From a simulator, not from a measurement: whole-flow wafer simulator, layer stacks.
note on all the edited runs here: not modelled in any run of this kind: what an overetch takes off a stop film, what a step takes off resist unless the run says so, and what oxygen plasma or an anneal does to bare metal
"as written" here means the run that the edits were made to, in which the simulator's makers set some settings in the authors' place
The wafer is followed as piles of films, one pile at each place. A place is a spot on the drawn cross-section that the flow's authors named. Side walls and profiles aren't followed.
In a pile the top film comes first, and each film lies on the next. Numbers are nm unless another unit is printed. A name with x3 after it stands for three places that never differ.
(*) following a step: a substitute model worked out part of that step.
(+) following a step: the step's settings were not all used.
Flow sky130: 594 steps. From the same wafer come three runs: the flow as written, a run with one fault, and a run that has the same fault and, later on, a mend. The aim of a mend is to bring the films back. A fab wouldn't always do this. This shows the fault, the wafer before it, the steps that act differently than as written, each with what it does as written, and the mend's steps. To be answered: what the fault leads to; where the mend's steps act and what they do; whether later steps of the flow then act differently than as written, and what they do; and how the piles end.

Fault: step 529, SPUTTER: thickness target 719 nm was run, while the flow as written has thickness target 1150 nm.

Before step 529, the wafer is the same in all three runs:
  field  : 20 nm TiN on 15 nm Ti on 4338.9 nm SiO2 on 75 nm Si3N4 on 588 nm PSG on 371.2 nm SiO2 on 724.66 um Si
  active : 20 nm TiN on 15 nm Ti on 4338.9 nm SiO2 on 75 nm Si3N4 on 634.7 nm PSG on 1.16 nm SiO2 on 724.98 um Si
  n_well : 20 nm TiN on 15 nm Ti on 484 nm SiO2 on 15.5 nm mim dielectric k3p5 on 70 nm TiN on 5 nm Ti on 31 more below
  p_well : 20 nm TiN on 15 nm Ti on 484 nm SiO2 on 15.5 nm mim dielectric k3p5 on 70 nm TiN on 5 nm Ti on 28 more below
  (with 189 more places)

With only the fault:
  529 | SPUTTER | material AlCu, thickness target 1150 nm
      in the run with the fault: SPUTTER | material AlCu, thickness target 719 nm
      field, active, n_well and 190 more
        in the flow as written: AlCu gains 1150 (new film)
        in the run with the fault: AlCu gains 719 (new film)
  Later steps of the flow acting differently than as written (2 other steps are not shown; they differ only slightly, by no more than 2% or 0.5 nm, whichever is larger):
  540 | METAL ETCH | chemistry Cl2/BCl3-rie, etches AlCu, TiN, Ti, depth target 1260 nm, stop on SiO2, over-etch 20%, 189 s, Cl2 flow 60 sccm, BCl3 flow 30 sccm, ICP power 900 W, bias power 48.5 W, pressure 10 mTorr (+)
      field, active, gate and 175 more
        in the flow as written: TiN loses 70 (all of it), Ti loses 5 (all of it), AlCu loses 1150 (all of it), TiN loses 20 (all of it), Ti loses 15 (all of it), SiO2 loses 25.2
        in the run with the fault: TiN loses 70 (all of it), Ti loses 5 (all of it), AlCu loses 719 (all of it), TiN loses 20 (all of it), Ti loses 15 (all of it), SiO2 loses 68.3
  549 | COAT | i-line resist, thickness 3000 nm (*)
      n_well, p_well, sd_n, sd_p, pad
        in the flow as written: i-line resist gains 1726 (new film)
        in the run with the fault: i-line resist gains 2110.7 (new film)
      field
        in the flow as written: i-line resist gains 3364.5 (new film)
        in the run with the fault: i-line resist gains 3251.1 (new film)
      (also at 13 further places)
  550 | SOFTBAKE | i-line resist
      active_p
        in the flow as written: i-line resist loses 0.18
        in the run with the fault: i-line resist gains 0.7
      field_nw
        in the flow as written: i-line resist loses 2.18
        in the run with the fault: i-line resist gains 0.93
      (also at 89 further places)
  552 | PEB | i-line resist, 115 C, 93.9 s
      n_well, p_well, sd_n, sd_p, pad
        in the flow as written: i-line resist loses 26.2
        in the run with the fault: i-line resist loses 32.8
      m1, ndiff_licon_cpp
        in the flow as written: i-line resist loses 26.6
        in the run with the fault: i-line resist loses 33
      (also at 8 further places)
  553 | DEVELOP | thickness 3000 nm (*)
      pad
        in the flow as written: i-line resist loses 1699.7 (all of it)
        in the run with the fault: i-line resist loses 2078 (all of it)
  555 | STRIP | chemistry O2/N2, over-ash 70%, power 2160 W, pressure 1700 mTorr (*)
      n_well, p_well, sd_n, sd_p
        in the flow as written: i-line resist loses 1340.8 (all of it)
        in the run with the fault: i-line resist loses 1719.1 (all of it)
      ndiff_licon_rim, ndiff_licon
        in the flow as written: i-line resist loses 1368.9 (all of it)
        in the run with the fault: i-line resist loses 1737.3 (all of it)
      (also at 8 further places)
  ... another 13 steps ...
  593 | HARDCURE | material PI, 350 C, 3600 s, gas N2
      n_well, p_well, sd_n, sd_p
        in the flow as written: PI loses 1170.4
        in the run with the fault: PI loses 1197.8
  At n_well, p_well, gate_hv and 108 more, the piles at the end differ from the flow's by more than 2% or 0.5 nm, whichever is larger.
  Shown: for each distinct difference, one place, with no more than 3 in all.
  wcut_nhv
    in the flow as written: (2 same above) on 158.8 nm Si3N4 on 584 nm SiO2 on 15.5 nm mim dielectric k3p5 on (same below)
    in the run with the fault: (2 same above) on 158.8 nm Si3N4 on 540.9 nm SiO2 on 15.5 nm mim dielectric k3p5 on (same below)
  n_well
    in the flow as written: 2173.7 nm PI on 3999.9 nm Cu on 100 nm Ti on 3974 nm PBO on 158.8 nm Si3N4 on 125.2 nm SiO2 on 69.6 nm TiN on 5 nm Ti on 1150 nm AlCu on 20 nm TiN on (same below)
    in the run with the fault: 2224.4 nm PI on 3999.9 nm Cu on 100 nm Ti on 4283.8 nm PBO on 158.8 nm Si3N4 on 125.2 nm SiO2 on 69.6 nm TiN on 5 nm Ti on 719 nm AlCu on 20 nm TiN on (same below)
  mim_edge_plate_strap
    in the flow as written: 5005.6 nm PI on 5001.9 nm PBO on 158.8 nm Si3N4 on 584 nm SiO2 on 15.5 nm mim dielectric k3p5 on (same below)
    in the run with the fault: 5005.9 nm PI on 5001.3 nm PBO on 158.8 nm Si3N4 on 540.9 nm SiO2 on 15.5 nm mim dielectric k3p5 on (same below)

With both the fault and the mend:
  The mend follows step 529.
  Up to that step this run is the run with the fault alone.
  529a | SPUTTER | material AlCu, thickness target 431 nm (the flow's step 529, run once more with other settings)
      field, active, n_well and 190 more
        AlCu gains 431
  Every later step of the flow that is run acts as written at every place that is followed.
  The piles end the same as the flow's at every place that both follow.
